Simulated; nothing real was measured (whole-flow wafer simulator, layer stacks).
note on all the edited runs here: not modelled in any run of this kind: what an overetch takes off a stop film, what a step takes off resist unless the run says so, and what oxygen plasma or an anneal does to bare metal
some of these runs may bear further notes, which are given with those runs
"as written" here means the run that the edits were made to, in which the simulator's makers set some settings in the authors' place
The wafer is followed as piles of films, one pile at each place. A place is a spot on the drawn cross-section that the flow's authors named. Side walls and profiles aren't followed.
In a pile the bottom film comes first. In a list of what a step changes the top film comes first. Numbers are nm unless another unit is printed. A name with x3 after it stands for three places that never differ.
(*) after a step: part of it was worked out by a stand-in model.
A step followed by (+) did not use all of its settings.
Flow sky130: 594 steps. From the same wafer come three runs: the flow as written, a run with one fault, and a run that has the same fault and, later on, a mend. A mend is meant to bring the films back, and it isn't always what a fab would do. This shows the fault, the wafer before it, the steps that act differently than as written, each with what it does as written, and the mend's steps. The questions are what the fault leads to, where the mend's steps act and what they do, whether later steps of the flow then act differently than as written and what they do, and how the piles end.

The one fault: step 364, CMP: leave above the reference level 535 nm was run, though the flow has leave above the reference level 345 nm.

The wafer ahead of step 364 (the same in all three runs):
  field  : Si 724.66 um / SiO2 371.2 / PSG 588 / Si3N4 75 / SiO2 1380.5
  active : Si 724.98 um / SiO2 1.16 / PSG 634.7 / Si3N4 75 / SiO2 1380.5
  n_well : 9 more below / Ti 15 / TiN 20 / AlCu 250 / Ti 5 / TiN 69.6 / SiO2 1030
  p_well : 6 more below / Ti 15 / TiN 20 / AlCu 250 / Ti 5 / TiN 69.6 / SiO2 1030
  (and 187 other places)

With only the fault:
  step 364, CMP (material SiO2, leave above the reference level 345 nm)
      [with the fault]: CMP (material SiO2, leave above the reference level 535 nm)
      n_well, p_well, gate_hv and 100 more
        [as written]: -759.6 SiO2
        [with the fault]: -569.6 SiO2
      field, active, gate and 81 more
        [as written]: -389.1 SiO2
        [with the fault]: -199.1 SiO2
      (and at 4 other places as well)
  Steps further on in the flow that do not act as written (12 more steps, not shown, differ only slightly: by at most 2% or 0.5 nm, whichever is larger):
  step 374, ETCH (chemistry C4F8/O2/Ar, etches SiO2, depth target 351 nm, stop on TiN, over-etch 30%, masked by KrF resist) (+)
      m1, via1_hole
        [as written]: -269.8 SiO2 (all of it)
        [with the fault]: -351 SiO2
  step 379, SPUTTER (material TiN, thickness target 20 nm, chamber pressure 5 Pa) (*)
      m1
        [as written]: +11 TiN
        [with the fault]: +9.52 TiN (new film)
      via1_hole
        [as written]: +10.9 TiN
        [with the fault]: +9.52 TiN (new film)
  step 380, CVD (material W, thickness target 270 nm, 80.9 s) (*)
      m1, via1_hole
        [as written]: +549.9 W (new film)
        [with the fault]: +632.1 W (new film)
  At field, active, n_well and 190 more, the piles at the end differ from the flow's by more than 2% or 0.5 nm, whichever is larger.
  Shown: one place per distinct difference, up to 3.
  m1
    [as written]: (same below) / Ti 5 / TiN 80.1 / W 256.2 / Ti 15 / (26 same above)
    [with the fault]: (same below) / Ti 5 / TiN 69.6 / SiO2 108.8 / TiN 9.52 / W 338.4 / Ti 15 / (26 same above)
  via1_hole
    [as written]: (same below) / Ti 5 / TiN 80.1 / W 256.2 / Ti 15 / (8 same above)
    [with the fault]: (same below) / Ti 5 / TiN 69.6 / SiO2 108.8 / TiN 9.52 / W 338.4 / Ti 15 / (8 same above)
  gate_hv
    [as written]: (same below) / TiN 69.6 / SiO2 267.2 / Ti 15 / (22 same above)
    [with the fault]: (same below) / TiN 69.6 / SiO2 457.2 / Ti 15 / (22 same above)

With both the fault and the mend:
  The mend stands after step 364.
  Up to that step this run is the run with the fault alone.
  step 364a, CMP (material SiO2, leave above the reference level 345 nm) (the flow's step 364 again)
      field, active, n_well and 188 more
        -190 SiO2
  Later steps of the flow that are run all act as written at every place that is followed.
  At every place that both follow, the piles at the end match the flow's.
